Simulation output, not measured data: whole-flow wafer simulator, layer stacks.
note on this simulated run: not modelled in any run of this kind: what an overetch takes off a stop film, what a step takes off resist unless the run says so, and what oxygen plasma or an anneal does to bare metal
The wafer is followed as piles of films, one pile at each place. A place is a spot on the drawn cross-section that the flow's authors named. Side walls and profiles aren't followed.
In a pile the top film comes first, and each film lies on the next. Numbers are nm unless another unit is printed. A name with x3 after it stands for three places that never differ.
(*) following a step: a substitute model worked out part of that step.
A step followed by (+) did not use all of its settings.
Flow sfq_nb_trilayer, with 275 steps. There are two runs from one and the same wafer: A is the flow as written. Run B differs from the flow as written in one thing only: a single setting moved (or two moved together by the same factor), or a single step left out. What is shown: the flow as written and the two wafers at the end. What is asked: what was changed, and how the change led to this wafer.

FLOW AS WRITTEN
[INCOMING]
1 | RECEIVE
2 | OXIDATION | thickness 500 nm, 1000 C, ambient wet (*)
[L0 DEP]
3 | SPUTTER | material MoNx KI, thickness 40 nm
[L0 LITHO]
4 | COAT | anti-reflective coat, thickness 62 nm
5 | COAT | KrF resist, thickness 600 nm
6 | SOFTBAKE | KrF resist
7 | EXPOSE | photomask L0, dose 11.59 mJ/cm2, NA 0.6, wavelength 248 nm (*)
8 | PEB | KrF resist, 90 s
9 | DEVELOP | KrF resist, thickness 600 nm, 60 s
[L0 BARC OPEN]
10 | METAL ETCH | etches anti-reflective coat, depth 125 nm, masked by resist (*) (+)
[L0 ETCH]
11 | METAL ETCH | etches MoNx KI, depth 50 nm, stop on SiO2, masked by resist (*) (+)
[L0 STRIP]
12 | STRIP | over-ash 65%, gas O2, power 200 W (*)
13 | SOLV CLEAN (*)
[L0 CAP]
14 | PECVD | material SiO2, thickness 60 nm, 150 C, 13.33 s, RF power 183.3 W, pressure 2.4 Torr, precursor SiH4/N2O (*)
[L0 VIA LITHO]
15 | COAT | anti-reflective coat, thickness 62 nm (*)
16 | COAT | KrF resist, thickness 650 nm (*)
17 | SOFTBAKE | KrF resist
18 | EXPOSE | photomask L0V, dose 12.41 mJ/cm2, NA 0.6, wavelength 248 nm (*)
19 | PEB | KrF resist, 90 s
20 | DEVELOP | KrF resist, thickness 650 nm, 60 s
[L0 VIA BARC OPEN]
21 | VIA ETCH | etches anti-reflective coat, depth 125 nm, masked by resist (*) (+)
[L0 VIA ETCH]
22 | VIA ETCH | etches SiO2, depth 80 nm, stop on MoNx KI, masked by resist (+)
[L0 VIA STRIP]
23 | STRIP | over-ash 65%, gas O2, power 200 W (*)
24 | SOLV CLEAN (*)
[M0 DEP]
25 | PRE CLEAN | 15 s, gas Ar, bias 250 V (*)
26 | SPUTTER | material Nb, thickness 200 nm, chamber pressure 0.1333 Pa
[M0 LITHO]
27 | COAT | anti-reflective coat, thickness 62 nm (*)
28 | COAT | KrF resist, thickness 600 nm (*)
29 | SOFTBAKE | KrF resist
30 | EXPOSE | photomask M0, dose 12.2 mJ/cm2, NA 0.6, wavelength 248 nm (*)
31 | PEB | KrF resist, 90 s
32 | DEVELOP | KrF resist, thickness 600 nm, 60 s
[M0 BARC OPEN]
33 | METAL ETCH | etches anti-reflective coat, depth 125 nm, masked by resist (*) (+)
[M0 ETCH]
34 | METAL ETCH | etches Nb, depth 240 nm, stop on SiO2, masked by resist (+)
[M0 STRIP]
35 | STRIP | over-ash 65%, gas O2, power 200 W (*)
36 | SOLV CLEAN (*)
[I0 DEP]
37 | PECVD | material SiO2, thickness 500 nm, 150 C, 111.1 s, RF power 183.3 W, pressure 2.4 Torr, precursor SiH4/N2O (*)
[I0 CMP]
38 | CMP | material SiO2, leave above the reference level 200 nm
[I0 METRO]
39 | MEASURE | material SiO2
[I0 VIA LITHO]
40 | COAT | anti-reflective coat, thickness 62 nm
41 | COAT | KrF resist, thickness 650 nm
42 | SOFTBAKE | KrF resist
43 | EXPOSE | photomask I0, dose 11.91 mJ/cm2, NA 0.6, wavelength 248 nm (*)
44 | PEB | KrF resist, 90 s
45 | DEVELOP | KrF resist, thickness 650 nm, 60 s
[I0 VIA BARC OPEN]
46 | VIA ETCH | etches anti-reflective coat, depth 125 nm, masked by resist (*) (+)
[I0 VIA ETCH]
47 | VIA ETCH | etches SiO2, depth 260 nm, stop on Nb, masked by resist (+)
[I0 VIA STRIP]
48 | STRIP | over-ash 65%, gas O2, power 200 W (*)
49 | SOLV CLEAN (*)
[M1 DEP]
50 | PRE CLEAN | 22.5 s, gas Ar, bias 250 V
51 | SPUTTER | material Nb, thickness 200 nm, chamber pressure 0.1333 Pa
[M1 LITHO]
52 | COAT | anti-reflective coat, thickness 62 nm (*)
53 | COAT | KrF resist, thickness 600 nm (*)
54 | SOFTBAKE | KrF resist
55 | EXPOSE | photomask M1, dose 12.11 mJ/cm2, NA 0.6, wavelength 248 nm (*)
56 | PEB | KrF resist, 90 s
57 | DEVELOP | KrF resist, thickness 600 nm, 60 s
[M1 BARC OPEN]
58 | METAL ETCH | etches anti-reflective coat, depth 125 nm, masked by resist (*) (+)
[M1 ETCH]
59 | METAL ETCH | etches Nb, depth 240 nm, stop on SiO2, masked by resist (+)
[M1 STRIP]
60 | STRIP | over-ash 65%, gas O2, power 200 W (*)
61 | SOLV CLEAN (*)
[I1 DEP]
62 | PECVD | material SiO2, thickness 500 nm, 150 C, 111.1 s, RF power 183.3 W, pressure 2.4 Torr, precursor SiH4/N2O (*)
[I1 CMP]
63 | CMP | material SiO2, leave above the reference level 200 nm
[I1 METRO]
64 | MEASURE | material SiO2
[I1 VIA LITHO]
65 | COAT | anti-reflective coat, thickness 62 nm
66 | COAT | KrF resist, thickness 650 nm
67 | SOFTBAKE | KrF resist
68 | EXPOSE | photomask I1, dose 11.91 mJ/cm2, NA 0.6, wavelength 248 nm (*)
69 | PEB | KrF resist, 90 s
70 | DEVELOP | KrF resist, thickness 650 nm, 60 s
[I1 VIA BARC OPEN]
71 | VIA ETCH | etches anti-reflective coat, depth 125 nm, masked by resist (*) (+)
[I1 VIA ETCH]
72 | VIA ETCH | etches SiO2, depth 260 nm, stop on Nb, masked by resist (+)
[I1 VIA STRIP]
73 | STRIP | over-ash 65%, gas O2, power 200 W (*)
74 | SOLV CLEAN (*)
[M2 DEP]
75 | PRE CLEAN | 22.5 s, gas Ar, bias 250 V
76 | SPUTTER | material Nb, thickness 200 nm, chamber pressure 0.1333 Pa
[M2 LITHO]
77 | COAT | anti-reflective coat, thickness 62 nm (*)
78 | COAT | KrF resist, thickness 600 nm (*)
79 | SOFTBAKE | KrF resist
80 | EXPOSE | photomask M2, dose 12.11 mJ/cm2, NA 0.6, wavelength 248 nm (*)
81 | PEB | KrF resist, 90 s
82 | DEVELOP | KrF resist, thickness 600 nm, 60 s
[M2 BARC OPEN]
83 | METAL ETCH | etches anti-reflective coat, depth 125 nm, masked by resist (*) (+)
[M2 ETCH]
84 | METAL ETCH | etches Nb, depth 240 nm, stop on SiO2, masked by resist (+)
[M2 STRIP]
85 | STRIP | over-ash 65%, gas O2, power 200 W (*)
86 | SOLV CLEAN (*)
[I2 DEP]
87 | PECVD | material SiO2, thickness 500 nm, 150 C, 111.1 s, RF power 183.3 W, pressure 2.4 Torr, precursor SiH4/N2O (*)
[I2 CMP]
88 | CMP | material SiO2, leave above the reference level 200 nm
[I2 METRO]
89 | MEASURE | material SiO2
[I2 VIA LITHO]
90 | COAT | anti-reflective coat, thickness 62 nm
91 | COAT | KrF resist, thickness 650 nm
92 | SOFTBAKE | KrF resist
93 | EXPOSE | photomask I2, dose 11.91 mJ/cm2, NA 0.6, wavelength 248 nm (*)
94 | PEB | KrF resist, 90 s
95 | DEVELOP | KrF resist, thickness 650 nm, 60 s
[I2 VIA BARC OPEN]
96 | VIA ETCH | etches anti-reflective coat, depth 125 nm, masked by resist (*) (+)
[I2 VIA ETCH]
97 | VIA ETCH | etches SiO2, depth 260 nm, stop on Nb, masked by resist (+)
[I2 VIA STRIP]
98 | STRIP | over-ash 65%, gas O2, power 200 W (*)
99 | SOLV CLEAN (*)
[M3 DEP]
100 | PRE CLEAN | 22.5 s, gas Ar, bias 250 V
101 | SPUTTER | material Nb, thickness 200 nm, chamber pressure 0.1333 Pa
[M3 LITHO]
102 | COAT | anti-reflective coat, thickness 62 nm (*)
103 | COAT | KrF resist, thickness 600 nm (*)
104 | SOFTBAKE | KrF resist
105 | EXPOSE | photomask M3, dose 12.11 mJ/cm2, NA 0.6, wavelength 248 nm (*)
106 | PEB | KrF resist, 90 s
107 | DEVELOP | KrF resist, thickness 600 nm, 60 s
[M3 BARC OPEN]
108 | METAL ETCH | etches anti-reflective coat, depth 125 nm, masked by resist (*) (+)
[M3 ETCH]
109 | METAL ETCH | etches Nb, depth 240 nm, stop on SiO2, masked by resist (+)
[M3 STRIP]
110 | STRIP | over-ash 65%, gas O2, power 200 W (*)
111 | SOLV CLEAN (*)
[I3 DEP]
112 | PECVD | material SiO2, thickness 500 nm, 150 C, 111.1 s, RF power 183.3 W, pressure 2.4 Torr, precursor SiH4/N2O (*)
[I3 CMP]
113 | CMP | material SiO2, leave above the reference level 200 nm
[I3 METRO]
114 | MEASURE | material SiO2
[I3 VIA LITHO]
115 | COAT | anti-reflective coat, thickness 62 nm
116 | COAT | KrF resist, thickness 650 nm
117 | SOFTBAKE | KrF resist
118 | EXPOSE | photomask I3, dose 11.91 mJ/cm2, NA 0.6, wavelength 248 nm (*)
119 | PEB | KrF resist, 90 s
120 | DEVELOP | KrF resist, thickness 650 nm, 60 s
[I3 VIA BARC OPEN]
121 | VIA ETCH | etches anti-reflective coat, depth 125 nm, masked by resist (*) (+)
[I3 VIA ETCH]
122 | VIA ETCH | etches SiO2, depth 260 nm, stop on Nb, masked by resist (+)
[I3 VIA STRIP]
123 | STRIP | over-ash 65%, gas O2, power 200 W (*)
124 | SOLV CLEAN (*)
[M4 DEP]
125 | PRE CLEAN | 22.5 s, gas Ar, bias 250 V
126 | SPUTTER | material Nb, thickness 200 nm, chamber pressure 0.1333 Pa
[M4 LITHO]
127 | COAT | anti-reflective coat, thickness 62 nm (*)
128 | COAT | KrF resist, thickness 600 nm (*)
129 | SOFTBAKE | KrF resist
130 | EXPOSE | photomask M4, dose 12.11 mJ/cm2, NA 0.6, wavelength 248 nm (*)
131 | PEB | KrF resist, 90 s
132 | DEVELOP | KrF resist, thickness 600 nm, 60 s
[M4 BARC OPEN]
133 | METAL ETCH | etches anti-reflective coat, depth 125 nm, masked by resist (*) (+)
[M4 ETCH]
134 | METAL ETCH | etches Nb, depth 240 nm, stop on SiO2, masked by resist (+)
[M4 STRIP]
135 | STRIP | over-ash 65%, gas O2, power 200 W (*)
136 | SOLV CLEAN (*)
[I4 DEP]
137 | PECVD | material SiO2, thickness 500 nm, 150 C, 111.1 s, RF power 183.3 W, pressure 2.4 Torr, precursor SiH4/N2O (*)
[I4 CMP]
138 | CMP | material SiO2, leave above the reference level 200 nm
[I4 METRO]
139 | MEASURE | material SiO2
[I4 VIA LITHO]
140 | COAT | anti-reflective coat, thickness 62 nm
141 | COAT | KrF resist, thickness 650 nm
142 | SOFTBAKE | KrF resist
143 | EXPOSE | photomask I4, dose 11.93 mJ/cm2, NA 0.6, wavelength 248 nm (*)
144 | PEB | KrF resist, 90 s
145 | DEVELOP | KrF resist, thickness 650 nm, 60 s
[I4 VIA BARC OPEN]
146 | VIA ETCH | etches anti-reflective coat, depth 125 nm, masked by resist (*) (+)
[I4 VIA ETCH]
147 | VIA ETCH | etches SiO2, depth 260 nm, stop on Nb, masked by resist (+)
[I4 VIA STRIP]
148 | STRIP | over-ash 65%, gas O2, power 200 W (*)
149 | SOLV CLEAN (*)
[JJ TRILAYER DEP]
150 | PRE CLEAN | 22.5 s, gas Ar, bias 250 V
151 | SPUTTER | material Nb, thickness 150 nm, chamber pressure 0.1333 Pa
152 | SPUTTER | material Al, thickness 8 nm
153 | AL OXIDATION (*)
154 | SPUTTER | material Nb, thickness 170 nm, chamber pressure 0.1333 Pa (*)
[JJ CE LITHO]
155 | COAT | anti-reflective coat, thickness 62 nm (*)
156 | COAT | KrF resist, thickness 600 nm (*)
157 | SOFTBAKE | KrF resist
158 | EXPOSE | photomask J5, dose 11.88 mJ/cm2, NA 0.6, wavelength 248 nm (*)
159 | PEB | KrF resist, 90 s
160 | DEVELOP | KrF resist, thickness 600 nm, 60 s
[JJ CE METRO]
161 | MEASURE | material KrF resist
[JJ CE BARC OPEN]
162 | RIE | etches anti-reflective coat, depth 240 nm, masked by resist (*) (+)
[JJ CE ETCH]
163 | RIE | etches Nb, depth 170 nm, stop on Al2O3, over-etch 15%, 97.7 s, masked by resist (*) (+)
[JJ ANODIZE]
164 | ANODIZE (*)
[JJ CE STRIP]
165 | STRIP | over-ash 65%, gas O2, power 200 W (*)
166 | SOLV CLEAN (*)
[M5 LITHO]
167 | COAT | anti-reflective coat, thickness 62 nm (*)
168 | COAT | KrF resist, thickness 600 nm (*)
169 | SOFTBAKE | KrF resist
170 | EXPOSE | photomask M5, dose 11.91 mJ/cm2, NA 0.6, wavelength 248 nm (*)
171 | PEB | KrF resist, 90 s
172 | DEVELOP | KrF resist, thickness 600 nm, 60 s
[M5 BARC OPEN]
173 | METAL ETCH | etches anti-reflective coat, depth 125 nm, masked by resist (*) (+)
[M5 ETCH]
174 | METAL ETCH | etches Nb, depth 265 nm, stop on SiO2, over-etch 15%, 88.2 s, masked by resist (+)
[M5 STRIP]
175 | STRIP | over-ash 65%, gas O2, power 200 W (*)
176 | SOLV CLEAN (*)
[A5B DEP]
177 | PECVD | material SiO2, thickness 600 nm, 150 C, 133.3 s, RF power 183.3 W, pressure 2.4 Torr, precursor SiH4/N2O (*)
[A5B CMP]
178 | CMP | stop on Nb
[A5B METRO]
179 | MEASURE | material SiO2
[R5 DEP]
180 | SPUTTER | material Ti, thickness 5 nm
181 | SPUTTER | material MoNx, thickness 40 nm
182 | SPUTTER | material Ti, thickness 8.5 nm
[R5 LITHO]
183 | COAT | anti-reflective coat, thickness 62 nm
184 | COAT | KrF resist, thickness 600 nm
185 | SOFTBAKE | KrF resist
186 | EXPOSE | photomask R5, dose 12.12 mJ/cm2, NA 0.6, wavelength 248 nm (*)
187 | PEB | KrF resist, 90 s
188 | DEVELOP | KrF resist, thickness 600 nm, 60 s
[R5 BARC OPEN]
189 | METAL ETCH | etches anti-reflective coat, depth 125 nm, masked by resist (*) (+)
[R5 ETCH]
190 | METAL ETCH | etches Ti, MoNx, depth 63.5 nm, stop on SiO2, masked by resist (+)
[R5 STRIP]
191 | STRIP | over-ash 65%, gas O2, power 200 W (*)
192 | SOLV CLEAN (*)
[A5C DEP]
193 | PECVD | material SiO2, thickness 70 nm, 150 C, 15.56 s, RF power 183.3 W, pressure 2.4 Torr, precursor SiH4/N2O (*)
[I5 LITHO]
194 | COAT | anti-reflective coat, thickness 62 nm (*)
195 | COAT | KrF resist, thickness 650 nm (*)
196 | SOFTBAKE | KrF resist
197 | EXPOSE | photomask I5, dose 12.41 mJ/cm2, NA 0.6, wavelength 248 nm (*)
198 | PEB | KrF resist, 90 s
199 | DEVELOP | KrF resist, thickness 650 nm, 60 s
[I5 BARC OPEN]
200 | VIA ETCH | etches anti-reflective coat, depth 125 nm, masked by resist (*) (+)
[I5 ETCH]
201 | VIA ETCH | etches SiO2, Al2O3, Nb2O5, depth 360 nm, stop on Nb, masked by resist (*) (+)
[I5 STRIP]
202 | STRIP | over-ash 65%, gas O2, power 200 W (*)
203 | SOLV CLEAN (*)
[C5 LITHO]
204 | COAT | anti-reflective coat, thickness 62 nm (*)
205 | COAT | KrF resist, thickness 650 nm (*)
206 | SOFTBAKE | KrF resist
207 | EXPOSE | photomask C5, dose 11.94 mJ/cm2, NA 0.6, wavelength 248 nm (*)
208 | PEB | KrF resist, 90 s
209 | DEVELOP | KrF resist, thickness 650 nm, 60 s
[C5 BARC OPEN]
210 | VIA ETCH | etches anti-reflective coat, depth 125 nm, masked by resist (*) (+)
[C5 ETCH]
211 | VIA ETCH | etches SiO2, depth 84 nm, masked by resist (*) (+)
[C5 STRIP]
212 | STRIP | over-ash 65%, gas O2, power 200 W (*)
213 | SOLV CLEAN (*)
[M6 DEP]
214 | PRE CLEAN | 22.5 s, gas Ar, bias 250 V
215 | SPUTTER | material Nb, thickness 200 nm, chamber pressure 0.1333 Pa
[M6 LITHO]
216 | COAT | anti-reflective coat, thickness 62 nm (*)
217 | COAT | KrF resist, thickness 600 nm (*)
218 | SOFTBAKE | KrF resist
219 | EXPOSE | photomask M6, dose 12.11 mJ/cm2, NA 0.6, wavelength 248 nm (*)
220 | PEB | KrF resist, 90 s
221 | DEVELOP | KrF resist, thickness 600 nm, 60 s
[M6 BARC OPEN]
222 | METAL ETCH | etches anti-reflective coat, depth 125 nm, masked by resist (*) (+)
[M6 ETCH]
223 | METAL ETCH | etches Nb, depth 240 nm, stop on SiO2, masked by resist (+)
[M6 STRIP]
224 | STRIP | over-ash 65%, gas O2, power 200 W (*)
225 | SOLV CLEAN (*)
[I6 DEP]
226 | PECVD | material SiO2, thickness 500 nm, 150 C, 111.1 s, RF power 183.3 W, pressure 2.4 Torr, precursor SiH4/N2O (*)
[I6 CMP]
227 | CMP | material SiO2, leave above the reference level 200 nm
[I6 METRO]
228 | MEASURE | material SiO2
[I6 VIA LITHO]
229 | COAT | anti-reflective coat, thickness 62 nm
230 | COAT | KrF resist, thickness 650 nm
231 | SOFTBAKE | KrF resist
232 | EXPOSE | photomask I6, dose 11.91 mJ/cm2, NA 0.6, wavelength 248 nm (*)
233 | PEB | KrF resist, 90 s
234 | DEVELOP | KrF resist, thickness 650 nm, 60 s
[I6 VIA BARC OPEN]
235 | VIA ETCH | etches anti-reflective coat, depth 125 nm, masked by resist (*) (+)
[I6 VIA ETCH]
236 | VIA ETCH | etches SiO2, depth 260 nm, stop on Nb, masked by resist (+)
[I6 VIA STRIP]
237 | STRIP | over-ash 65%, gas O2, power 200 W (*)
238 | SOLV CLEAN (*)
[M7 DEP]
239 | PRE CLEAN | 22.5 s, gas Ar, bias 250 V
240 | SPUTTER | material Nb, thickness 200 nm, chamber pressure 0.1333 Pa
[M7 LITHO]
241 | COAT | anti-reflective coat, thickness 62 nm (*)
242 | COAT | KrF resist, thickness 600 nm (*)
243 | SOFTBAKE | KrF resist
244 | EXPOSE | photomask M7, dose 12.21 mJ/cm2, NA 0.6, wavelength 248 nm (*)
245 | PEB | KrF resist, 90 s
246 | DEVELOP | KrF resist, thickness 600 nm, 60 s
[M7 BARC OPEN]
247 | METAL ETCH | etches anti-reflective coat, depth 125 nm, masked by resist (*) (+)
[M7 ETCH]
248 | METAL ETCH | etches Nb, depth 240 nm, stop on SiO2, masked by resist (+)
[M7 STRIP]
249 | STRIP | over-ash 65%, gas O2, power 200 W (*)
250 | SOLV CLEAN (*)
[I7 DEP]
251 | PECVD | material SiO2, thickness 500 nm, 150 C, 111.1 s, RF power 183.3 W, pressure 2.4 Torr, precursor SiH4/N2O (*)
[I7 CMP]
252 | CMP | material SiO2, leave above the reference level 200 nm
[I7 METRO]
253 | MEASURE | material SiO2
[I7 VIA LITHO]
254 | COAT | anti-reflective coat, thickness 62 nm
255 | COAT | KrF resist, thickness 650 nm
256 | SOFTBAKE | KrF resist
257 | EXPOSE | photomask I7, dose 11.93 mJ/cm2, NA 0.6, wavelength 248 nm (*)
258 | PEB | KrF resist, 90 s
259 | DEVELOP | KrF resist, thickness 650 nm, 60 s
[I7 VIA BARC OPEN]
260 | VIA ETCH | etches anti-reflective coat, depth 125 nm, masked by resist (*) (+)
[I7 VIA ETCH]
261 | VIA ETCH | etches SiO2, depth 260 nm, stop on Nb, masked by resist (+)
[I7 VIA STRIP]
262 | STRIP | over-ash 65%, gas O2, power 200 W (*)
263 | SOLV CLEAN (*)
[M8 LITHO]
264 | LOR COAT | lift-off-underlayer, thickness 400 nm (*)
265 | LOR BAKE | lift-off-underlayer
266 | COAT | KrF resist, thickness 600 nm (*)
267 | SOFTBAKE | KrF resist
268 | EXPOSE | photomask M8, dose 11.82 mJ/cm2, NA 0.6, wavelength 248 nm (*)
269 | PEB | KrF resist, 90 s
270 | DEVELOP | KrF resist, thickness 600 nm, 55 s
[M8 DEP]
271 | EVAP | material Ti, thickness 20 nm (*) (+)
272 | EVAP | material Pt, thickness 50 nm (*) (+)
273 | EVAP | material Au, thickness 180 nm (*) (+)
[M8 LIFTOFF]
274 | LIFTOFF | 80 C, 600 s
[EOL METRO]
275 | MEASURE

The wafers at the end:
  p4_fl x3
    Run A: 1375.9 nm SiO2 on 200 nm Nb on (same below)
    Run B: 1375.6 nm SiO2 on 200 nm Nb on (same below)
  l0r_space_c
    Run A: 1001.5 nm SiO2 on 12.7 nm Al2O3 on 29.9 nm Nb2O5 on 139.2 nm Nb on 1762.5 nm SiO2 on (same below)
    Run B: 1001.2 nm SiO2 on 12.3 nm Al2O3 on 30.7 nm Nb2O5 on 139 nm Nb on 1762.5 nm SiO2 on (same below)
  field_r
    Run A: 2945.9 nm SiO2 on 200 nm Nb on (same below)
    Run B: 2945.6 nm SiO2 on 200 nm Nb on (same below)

What caused this: step 152, SPUTTER: thickness 7.76 nm was run, whereas the flow has thickness 8 nm.

The path from the change to this, step by step:
  164 | ANODIZE (*)
      field_l, v_sur, via_sp and 96 more: A Al2O3 gains 12.2, Nb2O5 gains 29.9 (new film), Al loses 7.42 (all of it), Nb loses 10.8 | B Al2O3 gains 11.8, Nb2O5 gains 30.7 (new film), Al loses 7.18 (all of it), Nb loses 11
      via_w: A Al2O3 gains 10.8 (new film), Nb2O5 gains 33.3 (new film), Al loses 6.54 (all of it), Nb loses 12 | B Al2O3 gains 10.4 (new film), Nb2O5 gains 34 (new film), Al loses 6.33 (all of it), Nb loses 12.2
  174 | METAL ETCH | etches Nb, depth 265 nm, stop on SiO2, over-etch 15%, 88.2 s, masked by resist (+)
      field_l, r_sur, res and 50 more: A Al2O3 loses 12.6 (all of it), Nb2O5 loses 29.9 (all of it), Nb loses 139.2 (all of it), SiO2 loses 12.3 | B Al2O3 loses 12.2 (all of it), Nb2O5 loses 30.7 (all of it), Nb loses 139 (all of it), SiO2 loses 12.3
  201 | VIA ETCH | etches SiO2, Al2O3, Nb2O5, depth 360 nm, stop on Nb, masked by resist (*) (+)
      be: A SiO2 loses 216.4 (all of it), Al2O3 loses 12.7 (all of it), Nb2O5 loses 29.9 (all of it) | B SiO2 loses 216.1 (all of it), Al2O3 loses 12.3 (all of it), Nb2O5 loses 30.7 (all of it)
